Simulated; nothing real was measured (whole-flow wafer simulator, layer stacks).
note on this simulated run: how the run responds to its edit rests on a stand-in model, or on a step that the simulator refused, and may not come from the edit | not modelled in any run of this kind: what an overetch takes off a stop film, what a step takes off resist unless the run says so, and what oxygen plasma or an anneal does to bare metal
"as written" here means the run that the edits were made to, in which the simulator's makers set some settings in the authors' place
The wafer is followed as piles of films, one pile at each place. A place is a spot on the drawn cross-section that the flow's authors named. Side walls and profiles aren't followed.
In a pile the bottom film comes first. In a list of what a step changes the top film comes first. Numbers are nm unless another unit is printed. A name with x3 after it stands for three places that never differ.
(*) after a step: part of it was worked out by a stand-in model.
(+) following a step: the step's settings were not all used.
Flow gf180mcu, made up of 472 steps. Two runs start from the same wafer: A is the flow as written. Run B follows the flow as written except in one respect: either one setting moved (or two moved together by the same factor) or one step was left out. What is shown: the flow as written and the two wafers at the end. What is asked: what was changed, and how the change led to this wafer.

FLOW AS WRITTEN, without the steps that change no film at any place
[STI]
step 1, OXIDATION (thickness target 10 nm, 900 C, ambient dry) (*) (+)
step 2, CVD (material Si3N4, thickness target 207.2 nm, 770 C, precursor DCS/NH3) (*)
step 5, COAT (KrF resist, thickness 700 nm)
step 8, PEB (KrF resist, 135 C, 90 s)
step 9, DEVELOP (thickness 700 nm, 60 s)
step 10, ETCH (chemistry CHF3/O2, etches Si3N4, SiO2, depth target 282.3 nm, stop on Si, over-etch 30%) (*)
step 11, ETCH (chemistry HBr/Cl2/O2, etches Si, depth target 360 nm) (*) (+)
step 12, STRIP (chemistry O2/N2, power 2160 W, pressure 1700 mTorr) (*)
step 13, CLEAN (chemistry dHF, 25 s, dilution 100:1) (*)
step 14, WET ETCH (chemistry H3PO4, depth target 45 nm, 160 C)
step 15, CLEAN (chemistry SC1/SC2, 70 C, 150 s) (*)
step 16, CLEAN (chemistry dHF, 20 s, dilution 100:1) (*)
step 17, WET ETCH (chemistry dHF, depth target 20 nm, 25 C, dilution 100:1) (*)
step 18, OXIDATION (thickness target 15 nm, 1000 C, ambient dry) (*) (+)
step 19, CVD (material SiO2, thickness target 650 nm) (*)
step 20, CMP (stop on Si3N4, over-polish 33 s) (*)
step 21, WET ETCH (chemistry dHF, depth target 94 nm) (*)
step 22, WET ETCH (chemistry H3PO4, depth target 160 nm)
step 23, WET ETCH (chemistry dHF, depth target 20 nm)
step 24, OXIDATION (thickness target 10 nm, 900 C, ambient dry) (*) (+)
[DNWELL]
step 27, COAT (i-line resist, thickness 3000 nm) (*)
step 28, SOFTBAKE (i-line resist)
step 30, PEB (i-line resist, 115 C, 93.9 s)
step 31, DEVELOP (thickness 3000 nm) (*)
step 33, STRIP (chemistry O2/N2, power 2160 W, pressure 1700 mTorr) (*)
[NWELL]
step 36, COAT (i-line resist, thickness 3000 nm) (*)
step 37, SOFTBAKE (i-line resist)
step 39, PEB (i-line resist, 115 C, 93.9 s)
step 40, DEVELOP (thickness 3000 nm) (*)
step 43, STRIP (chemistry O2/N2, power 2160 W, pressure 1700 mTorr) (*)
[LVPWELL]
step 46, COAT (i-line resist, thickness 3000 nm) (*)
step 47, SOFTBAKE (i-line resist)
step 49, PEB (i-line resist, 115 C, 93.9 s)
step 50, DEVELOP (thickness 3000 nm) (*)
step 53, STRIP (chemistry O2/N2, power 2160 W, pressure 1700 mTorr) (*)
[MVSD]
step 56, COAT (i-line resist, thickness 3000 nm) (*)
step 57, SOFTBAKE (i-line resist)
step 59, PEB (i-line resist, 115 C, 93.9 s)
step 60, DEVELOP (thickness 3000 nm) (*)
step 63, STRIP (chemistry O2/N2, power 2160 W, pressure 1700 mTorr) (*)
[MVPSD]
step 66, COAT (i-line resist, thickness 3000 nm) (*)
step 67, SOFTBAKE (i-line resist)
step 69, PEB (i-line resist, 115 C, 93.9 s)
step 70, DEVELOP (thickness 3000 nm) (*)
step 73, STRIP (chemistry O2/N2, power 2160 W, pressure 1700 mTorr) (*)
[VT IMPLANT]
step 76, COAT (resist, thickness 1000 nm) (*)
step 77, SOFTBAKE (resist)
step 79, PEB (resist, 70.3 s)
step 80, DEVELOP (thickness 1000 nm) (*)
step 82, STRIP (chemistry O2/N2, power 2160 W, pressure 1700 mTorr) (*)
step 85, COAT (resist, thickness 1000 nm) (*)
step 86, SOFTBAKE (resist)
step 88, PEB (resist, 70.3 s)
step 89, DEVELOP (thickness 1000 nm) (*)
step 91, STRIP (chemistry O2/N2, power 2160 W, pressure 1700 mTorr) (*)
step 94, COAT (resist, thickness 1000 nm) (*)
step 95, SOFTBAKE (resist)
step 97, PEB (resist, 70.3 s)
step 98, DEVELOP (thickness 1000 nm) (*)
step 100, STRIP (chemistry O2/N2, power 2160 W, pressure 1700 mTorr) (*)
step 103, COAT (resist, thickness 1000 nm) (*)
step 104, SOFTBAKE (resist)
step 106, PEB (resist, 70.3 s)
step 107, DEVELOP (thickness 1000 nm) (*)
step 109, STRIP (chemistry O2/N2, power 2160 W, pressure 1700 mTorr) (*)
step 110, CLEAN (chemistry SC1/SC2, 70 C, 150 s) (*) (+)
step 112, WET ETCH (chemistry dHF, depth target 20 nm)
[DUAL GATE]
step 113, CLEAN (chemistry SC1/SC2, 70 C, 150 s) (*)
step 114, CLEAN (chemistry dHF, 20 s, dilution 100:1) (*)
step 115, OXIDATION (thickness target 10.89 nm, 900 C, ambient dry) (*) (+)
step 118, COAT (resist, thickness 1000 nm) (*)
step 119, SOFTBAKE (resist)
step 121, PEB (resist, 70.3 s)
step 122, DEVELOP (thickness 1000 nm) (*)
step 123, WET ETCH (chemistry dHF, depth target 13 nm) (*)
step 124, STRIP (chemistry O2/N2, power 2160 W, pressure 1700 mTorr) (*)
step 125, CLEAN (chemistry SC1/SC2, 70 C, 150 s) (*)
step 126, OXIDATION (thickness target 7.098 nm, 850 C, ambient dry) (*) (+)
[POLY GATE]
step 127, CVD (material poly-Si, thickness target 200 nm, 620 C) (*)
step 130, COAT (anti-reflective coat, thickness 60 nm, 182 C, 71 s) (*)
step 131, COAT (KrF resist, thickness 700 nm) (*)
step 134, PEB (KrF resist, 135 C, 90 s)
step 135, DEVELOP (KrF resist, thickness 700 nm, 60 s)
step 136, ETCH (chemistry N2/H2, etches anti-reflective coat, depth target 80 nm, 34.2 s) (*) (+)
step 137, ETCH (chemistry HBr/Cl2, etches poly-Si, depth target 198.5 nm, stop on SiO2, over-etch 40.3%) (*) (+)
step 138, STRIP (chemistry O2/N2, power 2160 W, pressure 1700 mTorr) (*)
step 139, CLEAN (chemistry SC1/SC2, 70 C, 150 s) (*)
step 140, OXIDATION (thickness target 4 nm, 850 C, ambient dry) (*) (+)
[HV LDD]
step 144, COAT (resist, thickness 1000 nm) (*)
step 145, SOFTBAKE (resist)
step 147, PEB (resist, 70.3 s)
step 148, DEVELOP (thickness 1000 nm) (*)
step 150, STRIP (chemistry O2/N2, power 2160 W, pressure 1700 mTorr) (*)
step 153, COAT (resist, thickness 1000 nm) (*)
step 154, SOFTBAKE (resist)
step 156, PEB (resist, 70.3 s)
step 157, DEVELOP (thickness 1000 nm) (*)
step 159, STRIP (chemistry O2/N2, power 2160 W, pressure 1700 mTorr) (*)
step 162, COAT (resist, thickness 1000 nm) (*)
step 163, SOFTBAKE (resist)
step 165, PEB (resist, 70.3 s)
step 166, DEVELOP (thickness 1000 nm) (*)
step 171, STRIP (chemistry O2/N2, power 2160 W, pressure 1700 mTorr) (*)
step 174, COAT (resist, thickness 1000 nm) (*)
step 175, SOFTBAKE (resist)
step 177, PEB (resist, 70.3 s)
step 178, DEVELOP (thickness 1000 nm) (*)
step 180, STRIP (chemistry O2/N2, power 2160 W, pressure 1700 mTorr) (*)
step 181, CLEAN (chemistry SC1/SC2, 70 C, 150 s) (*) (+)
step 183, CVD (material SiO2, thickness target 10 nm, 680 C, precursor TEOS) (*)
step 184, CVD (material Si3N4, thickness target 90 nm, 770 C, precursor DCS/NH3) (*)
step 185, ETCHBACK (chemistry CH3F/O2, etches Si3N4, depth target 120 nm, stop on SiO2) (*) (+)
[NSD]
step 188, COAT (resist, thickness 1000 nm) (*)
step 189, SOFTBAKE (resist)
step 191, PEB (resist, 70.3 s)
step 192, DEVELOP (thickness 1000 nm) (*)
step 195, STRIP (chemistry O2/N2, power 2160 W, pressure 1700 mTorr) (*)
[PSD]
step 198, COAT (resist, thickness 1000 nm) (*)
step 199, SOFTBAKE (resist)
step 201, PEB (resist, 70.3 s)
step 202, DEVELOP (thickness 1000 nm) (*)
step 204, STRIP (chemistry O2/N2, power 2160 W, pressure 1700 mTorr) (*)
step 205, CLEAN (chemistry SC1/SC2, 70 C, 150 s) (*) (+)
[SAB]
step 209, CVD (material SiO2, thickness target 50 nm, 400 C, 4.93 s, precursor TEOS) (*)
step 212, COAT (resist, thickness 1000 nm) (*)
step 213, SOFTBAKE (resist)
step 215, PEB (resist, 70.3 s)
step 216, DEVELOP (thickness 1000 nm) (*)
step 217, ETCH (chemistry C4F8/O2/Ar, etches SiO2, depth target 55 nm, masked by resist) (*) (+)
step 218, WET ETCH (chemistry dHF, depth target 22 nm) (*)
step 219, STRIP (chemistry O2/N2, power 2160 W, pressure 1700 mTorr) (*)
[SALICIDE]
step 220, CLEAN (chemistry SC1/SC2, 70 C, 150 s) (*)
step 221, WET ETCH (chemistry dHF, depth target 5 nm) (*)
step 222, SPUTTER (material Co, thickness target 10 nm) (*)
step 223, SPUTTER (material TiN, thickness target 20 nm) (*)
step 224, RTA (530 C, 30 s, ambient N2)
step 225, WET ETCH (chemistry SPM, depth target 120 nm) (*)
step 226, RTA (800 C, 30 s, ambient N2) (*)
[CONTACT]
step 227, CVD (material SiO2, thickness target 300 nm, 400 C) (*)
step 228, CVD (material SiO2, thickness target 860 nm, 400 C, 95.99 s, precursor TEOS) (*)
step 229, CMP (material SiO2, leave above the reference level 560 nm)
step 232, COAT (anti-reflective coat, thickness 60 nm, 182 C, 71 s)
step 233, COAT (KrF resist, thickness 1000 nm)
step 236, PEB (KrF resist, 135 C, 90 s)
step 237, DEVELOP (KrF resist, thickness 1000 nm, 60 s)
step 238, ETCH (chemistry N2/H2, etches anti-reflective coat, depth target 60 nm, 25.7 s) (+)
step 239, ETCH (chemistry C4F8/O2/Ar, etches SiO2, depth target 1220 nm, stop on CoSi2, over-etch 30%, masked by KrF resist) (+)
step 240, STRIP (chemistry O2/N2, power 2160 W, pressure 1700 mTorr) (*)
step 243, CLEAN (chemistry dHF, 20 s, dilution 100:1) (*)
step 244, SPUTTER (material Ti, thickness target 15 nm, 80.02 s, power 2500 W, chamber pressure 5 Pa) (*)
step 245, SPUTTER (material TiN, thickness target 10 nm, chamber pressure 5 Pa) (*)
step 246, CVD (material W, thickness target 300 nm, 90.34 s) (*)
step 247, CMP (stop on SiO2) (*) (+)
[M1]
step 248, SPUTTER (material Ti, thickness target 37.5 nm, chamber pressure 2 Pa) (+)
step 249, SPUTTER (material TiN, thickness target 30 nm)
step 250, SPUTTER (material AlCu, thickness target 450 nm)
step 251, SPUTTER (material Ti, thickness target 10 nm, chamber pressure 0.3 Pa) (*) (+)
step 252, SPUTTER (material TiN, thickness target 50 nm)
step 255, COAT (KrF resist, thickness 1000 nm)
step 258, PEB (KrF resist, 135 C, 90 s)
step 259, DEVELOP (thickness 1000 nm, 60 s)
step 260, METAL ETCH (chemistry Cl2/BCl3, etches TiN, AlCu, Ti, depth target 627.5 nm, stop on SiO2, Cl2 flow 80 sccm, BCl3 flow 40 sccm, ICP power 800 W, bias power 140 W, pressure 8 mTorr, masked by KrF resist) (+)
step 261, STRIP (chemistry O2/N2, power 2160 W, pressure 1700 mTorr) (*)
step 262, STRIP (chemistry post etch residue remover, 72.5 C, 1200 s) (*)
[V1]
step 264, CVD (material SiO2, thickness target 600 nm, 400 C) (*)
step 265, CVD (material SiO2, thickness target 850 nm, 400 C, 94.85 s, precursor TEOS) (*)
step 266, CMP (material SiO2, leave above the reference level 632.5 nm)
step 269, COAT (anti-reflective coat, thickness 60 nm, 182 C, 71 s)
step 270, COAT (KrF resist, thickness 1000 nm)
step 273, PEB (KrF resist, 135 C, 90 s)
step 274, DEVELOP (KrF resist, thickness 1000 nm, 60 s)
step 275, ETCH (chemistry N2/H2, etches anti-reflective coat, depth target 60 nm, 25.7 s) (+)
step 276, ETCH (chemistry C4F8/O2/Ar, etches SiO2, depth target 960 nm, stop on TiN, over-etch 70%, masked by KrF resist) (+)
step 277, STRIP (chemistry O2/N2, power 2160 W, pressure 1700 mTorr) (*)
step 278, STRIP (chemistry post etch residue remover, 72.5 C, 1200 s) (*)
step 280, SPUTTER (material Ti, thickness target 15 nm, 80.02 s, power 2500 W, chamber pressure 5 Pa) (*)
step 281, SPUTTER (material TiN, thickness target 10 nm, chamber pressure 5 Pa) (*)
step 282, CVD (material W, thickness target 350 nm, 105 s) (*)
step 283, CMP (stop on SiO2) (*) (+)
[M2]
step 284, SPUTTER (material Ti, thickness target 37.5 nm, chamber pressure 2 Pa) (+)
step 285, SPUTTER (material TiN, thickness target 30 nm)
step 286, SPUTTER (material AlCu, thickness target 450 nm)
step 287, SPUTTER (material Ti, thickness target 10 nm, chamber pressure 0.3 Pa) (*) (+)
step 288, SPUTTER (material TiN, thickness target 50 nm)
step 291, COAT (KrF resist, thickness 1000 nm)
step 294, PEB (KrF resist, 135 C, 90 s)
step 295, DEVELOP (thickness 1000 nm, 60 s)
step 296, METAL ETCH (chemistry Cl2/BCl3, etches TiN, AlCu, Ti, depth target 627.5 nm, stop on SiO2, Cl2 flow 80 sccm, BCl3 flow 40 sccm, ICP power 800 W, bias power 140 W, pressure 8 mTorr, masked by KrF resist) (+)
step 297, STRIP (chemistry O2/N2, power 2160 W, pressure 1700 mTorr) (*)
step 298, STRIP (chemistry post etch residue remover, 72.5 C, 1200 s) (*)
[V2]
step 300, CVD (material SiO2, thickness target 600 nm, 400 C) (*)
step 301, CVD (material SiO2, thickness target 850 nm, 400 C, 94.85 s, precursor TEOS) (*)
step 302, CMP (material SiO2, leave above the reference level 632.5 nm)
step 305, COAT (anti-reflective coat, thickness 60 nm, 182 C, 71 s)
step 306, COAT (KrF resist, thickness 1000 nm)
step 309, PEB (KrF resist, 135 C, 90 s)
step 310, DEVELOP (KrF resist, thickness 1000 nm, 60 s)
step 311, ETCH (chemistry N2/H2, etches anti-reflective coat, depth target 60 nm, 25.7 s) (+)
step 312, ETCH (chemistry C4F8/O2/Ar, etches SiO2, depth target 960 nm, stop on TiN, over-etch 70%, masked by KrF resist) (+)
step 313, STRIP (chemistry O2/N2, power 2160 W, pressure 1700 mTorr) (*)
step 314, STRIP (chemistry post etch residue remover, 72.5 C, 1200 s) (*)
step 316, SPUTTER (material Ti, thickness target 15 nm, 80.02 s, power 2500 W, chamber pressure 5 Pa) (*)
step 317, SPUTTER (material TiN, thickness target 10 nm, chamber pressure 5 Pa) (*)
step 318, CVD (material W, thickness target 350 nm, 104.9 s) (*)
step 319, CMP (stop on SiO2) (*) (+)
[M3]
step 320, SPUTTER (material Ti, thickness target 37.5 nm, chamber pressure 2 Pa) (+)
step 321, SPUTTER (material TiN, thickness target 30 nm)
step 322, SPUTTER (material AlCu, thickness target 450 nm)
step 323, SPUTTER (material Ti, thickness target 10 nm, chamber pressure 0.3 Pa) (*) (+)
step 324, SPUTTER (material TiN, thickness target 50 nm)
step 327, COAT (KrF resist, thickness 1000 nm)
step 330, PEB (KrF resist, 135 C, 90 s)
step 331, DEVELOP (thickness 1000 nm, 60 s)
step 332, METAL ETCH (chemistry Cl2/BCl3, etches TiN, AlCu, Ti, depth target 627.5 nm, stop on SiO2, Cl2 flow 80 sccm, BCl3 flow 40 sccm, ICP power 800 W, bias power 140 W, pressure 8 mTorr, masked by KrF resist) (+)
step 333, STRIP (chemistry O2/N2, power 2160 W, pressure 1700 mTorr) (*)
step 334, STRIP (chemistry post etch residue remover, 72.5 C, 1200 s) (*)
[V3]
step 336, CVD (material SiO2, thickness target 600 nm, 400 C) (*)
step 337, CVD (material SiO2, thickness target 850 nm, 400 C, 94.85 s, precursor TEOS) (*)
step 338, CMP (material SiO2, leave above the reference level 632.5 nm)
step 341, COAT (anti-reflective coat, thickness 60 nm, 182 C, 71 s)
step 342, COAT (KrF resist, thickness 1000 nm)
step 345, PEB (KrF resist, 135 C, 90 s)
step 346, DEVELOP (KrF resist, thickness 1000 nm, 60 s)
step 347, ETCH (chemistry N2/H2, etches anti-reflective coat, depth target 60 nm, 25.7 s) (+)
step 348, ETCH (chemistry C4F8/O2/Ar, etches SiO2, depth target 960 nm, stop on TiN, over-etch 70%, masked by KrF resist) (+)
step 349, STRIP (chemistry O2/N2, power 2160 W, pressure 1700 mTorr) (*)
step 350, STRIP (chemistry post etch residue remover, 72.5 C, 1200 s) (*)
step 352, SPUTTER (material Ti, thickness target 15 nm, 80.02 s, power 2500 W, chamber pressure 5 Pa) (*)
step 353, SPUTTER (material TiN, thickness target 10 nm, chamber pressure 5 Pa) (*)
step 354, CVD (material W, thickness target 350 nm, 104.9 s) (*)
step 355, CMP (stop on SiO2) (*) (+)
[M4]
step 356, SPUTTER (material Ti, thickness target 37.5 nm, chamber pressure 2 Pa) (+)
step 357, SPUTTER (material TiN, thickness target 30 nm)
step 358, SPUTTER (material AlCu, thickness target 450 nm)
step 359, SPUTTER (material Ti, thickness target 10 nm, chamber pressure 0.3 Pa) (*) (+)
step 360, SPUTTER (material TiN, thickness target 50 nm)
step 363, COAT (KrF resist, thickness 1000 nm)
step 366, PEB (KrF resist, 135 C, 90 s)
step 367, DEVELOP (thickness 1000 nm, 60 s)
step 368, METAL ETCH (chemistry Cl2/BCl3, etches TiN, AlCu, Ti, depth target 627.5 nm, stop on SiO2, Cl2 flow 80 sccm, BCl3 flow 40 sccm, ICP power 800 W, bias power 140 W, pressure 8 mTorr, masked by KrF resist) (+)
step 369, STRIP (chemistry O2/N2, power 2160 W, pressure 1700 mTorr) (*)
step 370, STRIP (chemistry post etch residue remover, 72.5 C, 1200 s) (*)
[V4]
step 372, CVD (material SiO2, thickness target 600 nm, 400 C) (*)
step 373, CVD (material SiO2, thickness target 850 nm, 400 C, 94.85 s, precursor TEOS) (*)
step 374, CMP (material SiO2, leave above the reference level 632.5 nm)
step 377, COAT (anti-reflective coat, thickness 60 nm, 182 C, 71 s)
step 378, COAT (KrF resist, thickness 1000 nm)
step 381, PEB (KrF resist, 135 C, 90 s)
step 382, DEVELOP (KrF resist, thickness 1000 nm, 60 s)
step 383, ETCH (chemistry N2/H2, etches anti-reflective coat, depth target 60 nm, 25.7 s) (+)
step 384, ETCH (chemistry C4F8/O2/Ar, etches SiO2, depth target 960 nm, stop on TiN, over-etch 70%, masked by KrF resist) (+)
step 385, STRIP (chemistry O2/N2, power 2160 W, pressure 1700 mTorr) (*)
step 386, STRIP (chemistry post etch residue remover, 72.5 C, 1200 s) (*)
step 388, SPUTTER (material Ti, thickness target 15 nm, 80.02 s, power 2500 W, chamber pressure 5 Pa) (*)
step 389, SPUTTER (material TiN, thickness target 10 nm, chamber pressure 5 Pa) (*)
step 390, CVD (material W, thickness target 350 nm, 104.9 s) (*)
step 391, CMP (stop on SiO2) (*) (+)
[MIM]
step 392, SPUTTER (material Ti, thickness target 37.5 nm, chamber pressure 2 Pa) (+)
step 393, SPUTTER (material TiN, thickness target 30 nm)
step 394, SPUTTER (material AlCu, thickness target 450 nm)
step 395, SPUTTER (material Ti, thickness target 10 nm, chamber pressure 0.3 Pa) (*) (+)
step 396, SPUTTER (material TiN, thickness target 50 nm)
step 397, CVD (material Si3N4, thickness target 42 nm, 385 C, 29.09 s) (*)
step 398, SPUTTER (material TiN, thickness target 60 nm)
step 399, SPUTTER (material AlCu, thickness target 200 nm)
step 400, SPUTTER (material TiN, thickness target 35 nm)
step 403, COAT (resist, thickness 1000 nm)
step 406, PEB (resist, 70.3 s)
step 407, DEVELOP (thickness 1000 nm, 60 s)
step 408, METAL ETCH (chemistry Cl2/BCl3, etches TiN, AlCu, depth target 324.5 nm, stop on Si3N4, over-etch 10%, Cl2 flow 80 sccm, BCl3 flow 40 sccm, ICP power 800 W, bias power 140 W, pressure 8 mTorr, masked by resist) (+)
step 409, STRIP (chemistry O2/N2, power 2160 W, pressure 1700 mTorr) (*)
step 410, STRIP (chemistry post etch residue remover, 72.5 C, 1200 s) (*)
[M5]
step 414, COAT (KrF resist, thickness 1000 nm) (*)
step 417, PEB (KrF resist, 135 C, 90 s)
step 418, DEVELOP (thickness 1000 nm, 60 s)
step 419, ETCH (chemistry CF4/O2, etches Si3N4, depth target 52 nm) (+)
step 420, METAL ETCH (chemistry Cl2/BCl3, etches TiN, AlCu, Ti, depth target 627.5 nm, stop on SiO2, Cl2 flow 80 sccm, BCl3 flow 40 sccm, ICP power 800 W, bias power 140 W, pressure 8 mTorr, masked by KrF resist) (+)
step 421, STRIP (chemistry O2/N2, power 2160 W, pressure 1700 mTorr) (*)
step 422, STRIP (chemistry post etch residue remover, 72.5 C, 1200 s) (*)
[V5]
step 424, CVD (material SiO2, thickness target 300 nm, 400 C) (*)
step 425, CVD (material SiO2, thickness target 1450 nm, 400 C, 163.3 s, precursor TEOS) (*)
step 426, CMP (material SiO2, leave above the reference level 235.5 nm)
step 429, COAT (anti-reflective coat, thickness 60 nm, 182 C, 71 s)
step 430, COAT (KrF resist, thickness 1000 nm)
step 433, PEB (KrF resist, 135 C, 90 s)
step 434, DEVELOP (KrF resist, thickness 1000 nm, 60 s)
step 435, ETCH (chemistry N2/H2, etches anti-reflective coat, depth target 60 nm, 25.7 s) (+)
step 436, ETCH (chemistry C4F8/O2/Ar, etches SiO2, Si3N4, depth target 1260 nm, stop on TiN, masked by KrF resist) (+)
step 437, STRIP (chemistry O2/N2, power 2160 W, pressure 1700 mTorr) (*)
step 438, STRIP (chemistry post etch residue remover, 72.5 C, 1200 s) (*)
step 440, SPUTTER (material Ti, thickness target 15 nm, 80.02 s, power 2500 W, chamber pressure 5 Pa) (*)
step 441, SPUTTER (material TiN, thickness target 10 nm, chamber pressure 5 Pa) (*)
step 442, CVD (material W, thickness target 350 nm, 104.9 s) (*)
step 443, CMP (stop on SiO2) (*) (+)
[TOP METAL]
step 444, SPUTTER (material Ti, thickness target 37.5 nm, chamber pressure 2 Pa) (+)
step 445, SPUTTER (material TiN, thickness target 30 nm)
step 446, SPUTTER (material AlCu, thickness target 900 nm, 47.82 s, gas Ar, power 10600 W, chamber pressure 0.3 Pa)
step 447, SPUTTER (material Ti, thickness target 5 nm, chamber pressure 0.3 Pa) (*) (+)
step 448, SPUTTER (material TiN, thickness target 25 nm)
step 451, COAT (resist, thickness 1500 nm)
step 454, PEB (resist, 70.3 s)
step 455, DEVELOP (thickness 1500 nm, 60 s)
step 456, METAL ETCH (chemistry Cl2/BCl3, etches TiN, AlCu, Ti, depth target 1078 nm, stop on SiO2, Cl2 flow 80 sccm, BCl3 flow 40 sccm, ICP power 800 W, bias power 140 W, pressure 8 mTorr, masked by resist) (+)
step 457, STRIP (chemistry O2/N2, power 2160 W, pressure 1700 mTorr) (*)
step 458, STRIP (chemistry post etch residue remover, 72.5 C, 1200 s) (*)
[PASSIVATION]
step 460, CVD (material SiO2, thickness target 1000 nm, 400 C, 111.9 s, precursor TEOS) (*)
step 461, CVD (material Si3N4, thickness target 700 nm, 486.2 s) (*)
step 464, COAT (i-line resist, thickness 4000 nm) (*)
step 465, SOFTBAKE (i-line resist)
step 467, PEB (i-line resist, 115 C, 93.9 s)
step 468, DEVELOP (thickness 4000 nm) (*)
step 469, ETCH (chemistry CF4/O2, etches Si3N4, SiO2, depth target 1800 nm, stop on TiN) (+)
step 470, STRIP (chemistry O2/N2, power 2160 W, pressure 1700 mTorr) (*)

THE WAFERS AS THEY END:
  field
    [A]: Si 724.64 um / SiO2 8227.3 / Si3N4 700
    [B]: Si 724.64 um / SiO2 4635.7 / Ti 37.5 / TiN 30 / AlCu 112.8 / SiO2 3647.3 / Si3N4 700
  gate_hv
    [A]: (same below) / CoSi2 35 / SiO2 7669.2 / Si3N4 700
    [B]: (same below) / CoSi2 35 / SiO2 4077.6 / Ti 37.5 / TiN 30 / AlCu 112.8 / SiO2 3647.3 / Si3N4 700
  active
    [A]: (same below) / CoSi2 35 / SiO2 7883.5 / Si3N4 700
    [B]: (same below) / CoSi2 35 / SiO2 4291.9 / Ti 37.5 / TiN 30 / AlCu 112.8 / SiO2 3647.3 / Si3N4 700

Cause: step 358, SPUTTER: thickness target 686 nm was run, whereas the flow has thickness target 450 nm.

Step by step, how the change led to this:
  step 358, SPUTTER (material AlCu, thickness target 450 nm)
      field, field__w1, field__w2 and 108 more: A +450 AlCu (new film) | B +686 AlCu (new film)
  step 368, METAL ETCH (chemistry Cl2/BCl3, etches TiN, AlCu, Ti, depth target 627.5 nm, stop on SiO2, Cl2 flow 80 sccm, BCl3 flow 40 sccm, ICP power 800 W, bias power 140 W, pressure 8 mTorr, masked by KrF resist) (+)
      field, field__w1, field__w2 and 103 more: A -50 TiN (all of it), -10 Ti (all of it), -450 AlCu (all of it), -30 TiN (all of it), -37.5 Ti (all of it) | B -50 TiN (all of it), -10 Ti (all of it), -567.5 AlCu
  step 370, STRIP (chemistry post etch residue remover, 72.5 C, 1200 s) (*)
      field, field__w1, field__w2 and 103 more: A nothing | B -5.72 AlCu
  step 372, CVD (material SiO2, thickness target 600 nm, 400 C) (*)
      field, field__w1, field__w2 and 103 more: A +600 SiO2 | B +600 SiO2 (new film)
  step 374, CMP (material SiO2, leave above the reference level 632.5 nm)
      field, field__w1, field__w2 and 103 more: A -300 SiO2 | B -244.3 SiO2
If metal films that touch count as one body, field has 1 body; the flow as written gives 0 bodies.
If metal films that touch count as one body, gate_hv has 2 bodies (between them, from the top down: SiO2 4077.6); the flow as written gives 1 body.
If metal films that touch count as one body, active has 2 bodies (between them, from the top down: SiO2 4291.9); the flow as written gives 1 body.
